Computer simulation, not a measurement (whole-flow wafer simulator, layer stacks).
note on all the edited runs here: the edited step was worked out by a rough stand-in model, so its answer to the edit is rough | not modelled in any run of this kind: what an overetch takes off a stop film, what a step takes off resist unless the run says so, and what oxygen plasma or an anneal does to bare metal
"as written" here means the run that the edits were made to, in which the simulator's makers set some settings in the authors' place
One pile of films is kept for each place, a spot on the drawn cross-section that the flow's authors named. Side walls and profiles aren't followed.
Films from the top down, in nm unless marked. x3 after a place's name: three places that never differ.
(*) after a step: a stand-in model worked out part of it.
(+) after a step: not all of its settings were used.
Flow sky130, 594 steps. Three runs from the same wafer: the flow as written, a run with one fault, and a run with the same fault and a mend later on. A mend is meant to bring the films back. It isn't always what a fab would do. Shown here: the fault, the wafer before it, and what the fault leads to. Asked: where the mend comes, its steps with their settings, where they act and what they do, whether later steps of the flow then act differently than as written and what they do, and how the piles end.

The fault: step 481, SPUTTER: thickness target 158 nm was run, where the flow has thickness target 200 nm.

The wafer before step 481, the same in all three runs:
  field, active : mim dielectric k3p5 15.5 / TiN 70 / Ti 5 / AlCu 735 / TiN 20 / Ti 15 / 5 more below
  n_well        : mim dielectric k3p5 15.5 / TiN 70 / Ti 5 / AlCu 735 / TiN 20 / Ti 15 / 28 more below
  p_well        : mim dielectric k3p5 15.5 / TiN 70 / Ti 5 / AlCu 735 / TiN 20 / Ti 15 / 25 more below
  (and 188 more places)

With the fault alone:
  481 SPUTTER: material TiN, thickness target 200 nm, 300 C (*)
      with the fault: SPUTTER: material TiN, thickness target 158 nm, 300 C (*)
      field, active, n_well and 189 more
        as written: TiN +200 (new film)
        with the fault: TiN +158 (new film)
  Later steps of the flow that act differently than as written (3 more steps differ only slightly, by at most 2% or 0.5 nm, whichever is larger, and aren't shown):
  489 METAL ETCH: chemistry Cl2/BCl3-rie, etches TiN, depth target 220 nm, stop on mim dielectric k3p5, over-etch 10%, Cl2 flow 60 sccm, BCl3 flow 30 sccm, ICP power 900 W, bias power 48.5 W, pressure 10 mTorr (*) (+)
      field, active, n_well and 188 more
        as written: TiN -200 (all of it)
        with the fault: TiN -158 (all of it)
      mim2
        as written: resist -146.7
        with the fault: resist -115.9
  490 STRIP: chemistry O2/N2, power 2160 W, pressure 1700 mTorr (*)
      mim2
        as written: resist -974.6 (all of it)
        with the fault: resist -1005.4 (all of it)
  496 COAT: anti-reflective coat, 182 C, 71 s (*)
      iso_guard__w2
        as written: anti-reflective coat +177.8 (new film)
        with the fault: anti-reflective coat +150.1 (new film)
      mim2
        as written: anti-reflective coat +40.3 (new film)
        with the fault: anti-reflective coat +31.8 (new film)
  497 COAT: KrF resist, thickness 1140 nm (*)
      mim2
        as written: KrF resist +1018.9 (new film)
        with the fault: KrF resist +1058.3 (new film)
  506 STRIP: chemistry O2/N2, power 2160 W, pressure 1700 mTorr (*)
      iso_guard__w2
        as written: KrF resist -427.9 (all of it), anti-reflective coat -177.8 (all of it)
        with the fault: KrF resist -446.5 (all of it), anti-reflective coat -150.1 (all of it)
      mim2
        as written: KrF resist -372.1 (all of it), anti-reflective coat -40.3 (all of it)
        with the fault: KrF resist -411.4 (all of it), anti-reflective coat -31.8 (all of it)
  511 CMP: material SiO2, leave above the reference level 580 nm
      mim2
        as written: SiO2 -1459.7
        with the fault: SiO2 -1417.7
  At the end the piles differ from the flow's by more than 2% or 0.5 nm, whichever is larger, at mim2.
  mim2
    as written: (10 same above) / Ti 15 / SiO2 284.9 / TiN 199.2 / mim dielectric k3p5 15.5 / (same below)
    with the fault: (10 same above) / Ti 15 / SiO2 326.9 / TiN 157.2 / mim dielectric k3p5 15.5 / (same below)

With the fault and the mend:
  The mend comes after step 488.
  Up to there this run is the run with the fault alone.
  488a STRIP: chemistry O2/N2, power 2160 W, pressure 1700 mTorr (*)
      mim2
        resist -1121.3 (all of it)
  488b SPUTTER: material TiN, thickness target 42 nm, 300 C (*) (the flow's step 481 once more, with other settings)
      field, active, n_well and 189 more
        TiN +42
  488c HMDS: 120 C, 60 s (the flow's step 483 once more)
      changes no film at any place that is followed
  488d COAT: resist, thickness 1140 nm (the flow's step 484 once more)
      field, active, n_well and 187 more
        resist +1140 (new film)
      m1, via3_hole
        resist +1140.6 (new film)
  488e SOFTBAKE: resist (the flow's step 485 once more)
      changes no film at any place that is followed
  488f EXPOSE: photomask CAP2M, dose 177.7 mJ/cm2, NA 0.6, wavelength 365 nm (*) (the flow's step 486 once more)
      changes no film at any place that is followed
  488g PEB: resist, 70.3 s (the flow's step 487 once more)
      field, active, n_well and 189 more
        resist -18.7
  488h DEVELOP: resist, thickness 1140 nm, developer TMAH-0.26N, 60 s (the flow's step 488 once more)
      field, active, n_well and 186 more
        resist -1121.3 (all of it)
      m1, via3_hole
        resist -1121.9 (all of it)
  No later step of the flow acts differently than as written at any place that is followed.
  At the end the piles are the same as the flow's at every place that both follow.
